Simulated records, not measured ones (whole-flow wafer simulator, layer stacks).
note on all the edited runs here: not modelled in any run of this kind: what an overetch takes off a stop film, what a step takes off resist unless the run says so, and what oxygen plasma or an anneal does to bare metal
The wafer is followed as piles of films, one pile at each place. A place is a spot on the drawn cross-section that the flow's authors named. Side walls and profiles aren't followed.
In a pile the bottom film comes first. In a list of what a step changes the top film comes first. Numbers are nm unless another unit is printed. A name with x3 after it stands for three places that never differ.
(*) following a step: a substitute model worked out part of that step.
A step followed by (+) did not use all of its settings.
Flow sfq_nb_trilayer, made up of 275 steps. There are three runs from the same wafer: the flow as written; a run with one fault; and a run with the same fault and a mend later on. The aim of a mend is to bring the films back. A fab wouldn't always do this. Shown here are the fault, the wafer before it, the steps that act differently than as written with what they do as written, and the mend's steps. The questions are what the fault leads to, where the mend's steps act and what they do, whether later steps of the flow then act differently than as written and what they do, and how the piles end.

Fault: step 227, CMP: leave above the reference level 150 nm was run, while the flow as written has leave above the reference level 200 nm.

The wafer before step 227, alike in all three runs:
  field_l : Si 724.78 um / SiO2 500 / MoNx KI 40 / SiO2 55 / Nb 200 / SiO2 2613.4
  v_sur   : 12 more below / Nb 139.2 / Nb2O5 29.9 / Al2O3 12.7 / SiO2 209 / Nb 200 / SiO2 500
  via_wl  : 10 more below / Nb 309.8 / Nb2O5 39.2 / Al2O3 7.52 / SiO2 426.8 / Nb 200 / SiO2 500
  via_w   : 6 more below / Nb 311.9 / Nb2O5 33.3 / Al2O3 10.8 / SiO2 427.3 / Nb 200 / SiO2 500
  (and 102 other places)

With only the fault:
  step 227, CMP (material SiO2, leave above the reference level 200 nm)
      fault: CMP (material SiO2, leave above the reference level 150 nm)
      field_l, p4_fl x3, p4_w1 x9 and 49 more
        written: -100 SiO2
        fault: -150 SiO2
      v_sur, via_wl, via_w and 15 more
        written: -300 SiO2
        fault: -350 SiO2
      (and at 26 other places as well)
  Later steps of the flow acting differently than as written (not shown: 4 more steps that differ only slightly, by at most 2% or 0.5 nm, whichever is larger):
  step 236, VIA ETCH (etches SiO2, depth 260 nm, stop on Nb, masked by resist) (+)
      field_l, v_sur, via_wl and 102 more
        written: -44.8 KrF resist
        fault: -38.8 KrF resist
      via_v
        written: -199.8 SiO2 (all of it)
        fault: -149.8 SiO2 (all of it)
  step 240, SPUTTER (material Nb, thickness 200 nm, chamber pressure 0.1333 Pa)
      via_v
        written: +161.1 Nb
        fault: +173.2 Nb
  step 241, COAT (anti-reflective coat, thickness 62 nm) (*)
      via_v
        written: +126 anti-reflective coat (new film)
        fault: +113.5 anti-reflective coat (new film)
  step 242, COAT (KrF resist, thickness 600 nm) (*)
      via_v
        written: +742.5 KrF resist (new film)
        fault: +701 KrF resist (new film)
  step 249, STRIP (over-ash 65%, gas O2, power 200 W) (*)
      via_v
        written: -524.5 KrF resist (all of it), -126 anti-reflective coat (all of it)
        fault: -483.1 KrF resist (all of it), -113.5 anti-reflective coat (all of it)
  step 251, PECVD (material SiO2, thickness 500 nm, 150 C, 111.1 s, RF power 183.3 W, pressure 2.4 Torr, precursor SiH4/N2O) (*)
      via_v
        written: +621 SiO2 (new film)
        fault: +532.8 SiO2 (new film)
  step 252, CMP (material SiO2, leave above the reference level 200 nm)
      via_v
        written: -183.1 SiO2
        fault: -157.1 SiO2
  At v_sur, via_wl, via_w and 80 more, the piles at the end differ from the flow's by more than 2% or 0.5 nm, whichever is larger.
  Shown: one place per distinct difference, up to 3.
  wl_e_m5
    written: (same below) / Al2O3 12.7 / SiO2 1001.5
    fault: (same below) / Al2O3 12.7 / SiO2 951.5
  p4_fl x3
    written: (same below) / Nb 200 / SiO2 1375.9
    fault: (same below) / Nb 200 / SiO2 1325.9
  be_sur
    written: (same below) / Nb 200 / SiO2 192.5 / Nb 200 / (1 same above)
    fault: (same below) / Nb 200 / SiO2 142.5 / Nb 200 / (1 same above)

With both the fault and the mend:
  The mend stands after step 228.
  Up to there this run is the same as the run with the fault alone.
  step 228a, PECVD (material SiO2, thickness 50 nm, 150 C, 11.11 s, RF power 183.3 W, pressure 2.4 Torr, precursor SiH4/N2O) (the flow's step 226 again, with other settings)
      field_l, v_sur, via_wl and 103 more
        +50 SiO2
  Later steps of the flow that are run all act as written at every place that is followed, up to a difference of at most 2% or 0.5 nm, whichever is larger.
  At every place that both follow, the piles at the end match the flow's.
